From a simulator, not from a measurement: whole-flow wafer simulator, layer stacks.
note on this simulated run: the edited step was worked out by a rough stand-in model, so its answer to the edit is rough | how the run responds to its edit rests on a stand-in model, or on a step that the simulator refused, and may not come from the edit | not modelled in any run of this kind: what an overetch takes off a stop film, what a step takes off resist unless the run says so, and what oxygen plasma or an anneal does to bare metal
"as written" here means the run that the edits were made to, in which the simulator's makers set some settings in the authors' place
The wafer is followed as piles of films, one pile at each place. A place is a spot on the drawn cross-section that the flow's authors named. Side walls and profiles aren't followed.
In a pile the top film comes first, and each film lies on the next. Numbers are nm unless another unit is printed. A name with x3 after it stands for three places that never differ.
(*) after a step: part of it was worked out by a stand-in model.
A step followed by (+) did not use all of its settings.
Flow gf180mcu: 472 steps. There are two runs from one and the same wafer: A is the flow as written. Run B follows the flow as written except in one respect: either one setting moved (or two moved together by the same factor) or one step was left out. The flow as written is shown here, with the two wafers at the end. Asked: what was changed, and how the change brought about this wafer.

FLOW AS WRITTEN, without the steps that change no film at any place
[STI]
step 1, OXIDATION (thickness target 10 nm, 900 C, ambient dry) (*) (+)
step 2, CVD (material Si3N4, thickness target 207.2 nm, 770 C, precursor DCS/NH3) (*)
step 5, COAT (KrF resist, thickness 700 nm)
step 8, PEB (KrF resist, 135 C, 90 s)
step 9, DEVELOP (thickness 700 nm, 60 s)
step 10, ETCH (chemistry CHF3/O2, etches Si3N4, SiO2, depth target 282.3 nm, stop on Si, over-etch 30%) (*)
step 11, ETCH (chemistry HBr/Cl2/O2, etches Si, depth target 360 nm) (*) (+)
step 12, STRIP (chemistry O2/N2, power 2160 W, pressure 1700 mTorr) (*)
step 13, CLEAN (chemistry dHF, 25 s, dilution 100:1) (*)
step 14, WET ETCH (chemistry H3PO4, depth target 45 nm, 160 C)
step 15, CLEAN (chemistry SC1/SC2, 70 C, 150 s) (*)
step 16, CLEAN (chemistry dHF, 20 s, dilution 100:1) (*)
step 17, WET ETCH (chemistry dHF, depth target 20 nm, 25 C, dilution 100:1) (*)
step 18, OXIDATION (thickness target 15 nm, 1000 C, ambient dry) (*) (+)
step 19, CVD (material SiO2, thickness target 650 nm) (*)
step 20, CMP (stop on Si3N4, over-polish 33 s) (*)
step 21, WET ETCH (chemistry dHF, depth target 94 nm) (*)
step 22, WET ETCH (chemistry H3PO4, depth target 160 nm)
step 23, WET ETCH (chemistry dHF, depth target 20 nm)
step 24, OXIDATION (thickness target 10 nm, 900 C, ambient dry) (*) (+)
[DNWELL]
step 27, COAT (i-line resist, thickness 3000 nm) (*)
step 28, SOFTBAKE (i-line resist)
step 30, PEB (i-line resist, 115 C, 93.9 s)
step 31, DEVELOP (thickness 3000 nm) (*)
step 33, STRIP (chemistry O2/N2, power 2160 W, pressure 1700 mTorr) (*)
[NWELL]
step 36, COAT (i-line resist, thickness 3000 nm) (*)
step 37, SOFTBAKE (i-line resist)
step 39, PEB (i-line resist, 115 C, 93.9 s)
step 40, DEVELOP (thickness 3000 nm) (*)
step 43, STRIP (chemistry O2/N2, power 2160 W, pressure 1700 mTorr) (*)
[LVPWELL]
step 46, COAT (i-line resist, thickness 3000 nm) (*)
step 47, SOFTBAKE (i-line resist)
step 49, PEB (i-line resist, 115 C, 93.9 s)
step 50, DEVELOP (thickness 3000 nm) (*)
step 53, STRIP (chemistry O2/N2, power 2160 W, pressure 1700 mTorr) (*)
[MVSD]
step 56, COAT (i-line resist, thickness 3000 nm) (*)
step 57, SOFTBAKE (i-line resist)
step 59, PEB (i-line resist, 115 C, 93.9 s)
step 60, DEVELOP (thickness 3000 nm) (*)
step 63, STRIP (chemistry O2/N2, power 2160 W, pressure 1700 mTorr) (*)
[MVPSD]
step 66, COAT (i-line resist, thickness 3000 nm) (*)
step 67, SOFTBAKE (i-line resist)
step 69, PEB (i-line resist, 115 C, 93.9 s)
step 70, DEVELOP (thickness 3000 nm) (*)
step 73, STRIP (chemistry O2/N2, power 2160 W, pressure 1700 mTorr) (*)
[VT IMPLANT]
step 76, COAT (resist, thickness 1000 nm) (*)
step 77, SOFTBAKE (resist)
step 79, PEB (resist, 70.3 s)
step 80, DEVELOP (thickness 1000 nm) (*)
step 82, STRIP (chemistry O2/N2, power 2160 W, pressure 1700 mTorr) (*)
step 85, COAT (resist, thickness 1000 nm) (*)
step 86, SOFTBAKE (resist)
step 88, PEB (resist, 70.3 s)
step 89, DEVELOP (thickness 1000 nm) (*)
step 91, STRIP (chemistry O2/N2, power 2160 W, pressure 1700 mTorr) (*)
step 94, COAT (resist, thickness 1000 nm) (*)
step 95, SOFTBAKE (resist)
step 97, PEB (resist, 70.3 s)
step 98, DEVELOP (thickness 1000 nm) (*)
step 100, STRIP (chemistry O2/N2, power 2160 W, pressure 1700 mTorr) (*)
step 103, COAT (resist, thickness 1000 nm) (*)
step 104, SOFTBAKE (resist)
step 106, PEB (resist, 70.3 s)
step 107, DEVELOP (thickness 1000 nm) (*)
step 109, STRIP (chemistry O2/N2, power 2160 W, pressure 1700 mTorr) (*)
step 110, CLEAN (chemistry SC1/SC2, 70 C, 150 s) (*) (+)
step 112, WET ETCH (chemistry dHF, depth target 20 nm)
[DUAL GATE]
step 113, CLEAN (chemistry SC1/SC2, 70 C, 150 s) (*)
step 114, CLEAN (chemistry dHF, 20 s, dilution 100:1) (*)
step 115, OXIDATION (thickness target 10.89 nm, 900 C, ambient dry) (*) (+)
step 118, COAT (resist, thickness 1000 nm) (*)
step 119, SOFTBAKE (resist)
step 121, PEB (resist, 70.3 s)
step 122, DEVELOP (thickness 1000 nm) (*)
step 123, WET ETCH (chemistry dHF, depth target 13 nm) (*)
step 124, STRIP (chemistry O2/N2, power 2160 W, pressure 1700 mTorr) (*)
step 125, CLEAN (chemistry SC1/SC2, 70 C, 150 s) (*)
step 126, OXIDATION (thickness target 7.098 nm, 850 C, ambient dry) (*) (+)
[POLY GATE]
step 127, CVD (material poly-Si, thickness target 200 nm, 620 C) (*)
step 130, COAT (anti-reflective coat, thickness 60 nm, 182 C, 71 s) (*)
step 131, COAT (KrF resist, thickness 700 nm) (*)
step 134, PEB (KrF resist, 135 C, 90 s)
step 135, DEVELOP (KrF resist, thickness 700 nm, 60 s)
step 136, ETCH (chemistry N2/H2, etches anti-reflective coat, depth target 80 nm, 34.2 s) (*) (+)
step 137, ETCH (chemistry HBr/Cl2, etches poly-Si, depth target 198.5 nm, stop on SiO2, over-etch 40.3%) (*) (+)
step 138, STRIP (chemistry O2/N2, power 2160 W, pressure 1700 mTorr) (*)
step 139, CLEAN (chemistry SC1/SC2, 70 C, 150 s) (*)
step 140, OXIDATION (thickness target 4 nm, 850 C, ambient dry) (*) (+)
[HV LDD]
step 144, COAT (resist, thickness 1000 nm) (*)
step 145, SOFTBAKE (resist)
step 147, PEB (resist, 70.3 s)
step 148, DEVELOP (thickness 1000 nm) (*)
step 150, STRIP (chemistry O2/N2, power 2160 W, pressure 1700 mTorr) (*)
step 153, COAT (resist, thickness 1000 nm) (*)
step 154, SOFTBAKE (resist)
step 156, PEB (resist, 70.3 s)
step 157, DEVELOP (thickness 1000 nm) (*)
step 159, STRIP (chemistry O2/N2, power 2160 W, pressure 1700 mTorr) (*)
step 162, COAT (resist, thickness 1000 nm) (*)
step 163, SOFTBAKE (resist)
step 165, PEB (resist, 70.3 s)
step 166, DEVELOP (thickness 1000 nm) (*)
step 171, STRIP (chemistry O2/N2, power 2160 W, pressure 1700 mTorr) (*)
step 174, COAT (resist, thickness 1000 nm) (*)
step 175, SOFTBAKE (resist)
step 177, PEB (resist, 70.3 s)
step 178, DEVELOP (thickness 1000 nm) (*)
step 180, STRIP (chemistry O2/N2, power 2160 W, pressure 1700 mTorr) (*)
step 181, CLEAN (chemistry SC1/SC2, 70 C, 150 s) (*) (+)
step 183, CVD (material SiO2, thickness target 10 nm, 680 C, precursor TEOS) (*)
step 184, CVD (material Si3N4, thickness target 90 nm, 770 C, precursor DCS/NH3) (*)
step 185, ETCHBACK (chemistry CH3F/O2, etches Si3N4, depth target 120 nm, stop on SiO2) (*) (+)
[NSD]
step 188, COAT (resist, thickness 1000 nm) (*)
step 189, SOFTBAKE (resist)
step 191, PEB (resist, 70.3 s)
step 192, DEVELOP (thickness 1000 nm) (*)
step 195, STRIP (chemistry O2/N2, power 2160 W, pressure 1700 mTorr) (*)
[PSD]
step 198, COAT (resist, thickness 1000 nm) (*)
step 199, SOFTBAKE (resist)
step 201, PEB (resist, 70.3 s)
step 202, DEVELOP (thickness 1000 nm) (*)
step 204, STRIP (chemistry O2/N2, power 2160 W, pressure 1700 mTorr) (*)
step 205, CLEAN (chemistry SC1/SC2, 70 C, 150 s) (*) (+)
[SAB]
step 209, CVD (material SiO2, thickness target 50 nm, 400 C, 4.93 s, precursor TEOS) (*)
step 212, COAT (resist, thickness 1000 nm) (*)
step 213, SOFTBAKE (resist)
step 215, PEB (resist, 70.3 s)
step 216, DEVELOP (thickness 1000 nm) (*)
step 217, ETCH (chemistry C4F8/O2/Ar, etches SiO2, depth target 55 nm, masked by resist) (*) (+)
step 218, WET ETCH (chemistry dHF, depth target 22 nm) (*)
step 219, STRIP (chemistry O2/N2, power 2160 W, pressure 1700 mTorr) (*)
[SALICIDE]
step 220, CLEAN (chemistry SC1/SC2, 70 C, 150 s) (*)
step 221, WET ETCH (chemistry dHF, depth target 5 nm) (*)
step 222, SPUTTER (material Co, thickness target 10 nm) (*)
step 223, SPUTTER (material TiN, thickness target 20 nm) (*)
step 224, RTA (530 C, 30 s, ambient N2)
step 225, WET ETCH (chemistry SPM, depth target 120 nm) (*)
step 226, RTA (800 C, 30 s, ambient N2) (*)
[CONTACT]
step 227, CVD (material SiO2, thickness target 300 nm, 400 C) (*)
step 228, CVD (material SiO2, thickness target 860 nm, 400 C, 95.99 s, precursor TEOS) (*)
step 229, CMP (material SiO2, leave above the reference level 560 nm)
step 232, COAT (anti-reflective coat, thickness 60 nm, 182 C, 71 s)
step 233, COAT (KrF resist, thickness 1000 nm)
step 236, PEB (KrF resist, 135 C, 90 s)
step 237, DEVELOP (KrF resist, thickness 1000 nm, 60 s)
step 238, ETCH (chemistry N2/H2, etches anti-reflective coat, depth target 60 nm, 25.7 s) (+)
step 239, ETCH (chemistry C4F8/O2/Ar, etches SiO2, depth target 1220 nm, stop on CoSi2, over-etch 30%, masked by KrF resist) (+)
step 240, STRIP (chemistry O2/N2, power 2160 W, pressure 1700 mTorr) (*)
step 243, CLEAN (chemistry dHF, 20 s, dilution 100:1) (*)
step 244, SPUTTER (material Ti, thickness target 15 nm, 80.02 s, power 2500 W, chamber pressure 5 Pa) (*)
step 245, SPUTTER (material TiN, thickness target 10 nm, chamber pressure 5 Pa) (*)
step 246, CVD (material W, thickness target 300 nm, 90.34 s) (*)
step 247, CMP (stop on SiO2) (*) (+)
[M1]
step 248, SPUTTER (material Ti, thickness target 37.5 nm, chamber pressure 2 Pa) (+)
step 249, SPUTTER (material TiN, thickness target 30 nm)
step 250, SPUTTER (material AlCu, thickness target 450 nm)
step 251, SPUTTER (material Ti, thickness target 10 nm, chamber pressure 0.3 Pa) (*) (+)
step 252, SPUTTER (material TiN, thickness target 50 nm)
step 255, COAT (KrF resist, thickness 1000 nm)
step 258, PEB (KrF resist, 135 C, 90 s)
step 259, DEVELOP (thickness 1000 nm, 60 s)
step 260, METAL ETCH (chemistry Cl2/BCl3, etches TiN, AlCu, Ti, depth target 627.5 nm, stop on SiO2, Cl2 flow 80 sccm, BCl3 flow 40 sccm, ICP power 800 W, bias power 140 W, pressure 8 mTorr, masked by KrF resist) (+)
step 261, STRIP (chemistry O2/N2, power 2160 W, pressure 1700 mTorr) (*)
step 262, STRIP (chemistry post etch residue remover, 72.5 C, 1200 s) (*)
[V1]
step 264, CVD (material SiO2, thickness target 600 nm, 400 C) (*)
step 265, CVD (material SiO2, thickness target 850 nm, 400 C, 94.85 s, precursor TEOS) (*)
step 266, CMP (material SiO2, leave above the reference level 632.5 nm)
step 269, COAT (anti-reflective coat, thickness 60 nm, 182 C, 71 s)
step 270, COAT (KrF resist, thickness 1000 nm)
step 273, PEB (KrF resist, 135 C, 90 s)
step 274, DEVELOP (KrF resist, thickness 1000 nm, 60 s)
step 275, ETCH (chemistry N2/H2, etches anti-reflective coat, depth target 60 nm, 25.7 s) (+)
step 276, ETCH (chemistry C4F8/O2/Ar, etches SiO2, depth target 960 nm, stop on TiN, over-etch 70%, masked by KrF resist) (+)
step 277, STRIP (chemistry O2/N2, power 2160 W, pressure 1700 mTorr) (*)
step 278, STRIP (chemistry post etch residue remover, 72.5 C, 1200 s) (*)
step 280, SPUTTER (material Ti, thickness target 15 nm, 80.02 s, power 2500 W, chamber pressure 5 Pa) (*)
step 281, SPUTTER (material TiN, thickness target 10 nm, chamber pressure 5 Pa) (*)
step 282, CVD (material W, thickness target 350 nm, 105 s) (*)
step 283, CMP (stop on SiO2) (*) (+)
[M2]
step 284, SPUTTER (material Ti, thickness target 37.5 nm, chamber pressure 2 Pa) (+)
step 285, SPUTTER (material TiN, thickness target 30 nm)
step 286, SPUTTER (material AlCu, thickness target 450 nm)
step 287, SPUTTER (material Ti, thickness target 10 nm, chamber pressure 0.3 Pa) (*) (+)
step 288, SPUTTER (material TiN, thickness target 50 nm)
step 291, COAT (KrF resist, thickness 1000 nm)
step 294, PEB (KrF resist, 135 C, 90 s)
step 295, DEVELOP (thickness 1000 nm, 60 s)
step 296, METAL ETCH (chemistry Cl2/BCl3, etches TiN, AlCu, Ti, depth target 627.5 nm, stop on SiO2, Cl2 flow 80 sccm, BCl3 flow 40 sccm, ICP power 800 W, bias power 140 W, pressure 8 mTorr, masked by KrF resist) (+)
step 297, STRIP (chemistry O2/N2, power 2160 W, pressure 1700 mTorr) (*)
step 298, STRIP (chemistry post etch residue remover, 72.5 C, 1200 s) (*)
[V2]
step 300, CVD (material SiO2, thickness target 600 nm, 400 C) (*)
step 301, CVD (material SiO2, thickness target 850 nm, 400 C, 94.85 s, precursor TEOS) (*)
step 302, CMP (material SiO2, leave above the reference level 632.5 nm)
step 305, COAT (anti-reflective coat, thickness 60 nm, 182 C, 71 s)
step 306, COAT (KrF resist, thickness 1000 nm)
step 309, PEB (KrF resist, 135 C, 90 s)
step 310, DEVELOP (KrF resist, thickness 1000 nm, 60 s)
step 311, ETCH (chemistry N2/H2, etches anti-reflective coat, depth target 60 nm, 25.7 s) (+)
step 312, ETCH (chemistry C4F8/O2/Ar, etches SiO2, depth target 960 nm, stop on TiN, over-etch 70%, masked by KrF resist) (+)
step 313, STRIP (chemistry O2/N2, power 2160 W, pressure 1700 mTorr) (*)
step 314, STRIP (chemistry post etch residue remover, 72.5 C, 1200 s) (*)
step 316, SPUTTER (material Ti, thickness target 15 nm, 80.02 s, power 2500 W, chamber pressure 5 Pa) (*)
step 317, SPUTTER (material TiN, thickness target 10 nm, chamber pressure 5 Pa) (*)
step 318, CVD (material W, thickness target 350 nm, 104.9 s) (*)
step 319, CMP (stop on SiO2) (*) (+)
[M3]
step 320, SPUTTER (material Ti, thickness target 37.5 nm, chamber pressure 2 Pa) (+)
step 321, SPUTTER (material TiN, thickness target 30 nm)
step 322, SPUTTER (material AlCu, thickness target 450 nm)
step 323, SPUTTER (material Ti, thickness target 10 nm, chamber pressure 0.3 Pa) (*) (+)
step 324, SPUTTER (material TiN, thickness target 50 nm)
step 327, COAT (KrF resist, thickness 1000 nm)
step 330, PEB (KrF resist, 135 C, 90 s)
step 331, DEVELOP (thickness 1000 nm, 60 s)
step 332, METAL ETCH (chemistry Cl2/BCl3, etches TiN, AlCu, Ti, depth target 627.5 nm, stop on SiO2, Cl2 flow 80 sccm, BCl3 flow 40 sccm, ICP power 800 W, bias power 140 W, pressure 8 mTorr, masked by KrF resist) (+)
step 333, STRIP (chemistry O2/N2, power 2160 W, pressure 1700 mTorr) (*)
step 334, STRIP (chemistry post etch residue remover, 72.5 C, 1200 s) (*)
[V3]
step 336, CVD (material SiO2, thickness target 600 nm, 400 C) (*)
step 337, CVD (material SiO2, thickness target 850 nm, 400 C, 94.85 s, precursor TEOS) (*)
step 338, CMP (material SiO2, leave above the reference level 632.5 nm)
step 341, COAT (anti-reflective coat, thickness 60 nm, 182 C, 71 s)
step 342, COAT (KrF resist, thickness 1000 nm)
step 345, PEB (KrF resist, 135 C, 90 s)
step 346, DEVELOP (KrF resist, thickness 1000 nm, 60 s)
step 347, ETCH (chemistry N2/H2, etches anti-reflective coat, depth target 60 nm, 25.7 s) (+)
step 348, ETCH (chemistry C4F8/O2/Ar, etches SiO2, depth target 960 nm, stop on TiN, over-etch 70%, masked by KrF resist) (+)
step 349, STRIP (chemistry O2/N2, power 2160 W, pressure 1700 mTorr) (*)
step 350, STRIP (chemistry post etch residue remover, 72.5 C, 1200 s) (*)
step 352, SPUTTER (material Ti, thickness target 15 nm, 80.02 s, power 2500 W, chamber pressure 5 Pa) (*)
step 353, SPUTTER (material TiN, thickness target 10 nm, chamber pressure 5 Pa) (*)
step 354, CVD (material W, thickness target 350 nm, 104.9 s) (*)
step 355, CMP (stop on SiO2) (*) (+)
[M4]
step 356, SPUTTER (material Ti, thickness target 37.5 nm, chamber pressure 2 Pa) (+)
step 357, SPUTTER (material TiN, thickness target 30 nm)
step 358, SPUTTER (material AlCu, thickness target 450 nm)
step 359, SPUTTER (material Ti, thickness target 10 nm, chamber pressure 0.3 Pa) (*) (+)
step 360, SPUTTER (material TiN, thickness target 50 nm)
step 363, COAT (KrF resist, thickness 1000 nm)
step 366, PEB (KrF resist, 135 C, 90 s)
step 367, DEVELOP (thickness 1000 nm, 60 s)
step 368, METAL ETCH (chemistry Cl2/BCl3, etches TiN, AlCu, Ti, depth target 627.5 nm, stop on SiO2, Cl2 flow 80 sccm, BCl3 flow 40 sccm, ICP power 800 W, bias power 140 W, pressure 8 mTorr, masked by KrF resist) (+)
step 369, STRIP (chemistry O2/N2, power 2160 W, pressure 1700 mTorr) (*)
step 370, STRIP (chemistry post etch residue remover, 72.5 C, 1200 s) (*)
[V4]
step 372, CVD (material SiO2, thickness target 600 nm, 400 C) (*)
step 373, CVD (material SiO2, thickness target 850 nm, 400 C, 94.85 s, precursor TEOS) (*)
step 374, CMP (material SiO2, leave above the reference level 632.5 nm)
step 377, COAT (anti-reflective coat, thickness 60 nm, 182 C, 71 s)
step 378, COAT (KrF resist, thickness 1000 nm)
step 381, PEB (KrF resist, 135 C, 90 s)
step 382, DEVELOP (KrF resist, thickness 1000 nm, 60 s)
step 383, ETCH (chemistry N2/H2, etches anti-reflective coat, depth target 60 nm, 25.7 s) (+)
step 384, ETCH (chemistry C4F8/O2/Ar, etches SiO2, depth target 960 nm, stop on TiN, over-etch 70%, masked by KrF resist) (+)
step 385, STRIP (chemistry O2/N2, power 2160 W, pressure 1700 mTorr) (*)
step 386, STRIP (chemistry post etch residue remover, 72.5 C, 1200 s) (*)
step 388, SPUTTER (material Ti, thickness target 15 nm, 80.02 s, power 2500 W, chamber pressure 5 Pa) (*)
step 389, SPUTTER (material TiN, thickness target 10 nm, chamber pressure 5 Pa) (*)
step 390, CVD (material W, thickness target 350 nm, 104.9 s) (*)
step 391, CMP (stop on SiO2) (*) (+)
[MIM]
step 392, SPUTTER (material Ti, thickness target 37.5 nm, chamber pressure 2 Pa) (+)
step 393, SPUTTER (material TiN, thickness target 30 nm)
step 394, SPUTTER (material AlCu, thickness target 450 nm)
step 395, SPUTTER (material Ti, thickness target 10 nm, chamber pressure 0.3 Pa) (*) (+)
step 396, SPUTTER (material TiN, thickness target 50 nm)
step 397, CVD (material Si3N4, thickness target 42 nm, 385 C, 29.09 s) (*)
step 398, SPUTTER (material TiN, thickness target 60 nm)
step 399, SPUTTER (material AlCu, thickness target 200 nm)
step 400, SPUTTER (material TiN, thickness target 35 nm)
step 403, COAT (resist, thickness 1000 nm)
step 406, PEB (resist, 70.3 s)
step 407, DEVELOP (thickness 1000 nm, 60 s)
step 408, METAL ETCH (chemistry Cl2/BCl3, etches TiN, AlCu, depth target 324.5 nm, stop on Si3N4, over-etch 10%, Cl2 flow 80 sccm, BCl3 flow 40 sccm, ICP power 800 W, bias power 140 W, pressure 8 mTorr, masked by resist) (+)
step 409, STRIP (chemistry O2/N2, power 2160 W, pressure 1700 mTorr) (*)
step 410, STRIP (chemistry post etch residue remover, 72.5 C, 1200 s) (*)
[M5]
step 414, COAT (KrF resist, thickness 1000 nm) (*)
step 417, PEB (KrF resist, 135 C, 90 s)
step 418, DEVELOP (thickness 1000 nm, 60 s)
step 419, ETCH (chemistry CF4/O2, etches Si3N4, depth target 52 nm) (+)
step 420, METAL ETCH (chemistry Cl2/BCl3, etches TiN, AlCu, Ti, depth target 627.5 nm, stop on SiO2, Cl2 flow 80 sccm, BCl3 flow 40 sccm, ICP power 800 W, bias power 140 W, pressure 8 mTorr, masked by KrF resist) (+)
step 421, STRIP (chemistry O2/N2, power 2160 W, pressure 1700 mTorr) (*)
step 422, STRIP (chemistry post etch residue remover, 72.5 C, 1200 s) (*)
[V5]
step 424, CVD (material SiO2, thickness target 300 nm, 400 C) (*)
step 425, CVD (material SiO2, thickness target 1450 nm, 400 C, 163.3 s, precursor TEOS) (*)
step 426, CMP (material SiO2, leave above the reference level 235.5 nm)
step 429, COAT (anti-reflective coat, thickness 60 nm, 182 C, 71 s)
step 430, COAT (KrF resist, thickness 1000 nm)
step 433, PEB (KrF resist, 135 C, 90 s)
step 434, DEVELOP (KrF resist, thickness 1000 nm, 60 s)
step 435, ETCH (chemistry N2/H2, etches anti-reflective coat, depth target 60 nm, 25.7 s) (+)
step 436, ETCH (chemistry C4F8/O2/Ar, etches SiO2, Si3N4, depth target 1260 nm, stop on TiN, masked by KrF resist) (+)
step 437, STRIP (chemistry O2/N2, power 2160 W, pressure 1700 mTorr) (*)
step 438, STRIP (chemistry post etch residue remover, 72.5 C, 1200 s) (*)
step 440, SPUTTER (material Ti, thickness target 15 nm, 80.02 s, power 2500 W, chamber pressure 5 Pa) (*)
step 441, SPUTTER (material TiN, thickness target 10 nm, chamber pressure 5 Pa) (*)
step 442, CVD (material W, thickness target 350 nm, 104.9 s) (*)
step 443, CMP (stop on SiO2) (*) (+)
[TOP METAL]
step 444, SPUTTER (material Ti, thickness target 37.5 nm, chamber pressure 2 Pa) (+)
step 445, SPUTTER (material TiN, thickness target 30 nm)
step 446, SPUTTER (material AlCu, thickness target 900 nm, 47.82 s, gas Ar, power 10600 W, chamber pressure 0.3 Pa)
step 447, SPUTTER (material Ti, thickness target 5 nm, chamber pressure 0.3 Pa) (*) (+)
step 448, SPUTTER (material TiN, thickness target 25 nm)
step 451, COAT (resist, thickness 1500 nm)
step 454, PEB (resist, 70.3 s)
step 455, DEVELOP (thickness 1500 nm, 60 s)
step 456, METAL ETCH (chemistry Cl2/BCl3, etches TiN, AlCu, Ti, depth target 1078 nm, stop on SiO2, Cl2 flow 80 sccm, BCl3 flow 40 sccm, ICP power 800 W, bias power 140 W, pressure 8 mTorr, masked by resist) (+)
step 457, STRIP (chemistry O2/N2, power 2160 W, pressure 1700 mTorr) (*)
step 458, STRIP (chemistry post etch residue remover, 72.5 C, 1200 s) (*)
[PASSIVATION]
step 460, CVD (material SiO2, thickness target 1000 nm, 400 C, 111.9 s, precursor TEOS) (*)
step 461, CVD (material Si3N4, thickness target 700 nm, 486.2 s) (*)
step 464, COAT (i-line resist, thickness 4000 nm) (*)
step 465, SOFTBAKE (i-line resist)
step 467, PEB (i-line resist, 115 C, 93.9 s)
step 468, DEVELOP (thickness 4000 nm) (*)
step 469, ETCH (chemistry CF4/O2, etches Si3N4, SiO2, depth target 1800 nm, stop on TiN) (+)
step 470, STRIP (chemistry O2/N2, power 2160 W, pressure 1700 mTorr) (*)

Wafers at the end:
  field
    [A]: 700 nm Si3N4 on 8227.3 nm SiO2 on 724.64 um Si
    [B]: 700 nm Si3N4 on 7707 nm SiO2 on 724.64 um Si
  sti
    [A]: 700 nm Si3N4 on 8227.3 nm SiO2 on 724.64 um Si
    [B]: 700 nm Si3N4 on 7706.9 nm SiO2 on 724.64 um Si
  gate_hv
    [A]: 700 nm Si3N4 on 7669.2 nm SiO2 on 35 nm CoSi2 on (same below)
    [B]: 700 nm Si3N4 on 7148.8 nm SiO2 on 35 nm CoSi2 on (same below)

Cause: step 460, CVD: thickness target 470 nm was run, while the flow as written has thickness target 1000 nm; step 460, CVD: 52.61 s was run, where the flow has 111.9 s.

Step by step, how the change led to this:
  step 460, CVD (material SiO2, thickness target 1000 nm, 400 C, 111.9 s, precursor TEOS) (*)
      field, field__w1, field__w2 and 103 more: A +1000 SiO2 | B +479.7 SiO2
      field__w8, contact, m1, m1__w1, pad, m1_nw: A +1000 SiO2 (new film) | B +479.7 SiO2 (new film)
  step 465, SOFTBAKE (i-line resist)
      gate: A +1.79 i-line resist | B -0.43 i-line resist
      ld_acc_p, ld_fp_p, ld_drift_p: A +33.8 i-line resist | B +26.6 i-line resist
      (as well as at 57 more places)
  step 469, ETCH (chemistry CF4/O2, etches Si3N4, SiO2, depth target 1800 nm, stop on TiN) (+)
      pad: A -700 Si3N4 (all of it), -1000 SiO2 (all of it) | B -700 Si3N4 (all of it), -479.7 SiO2 (all of it)
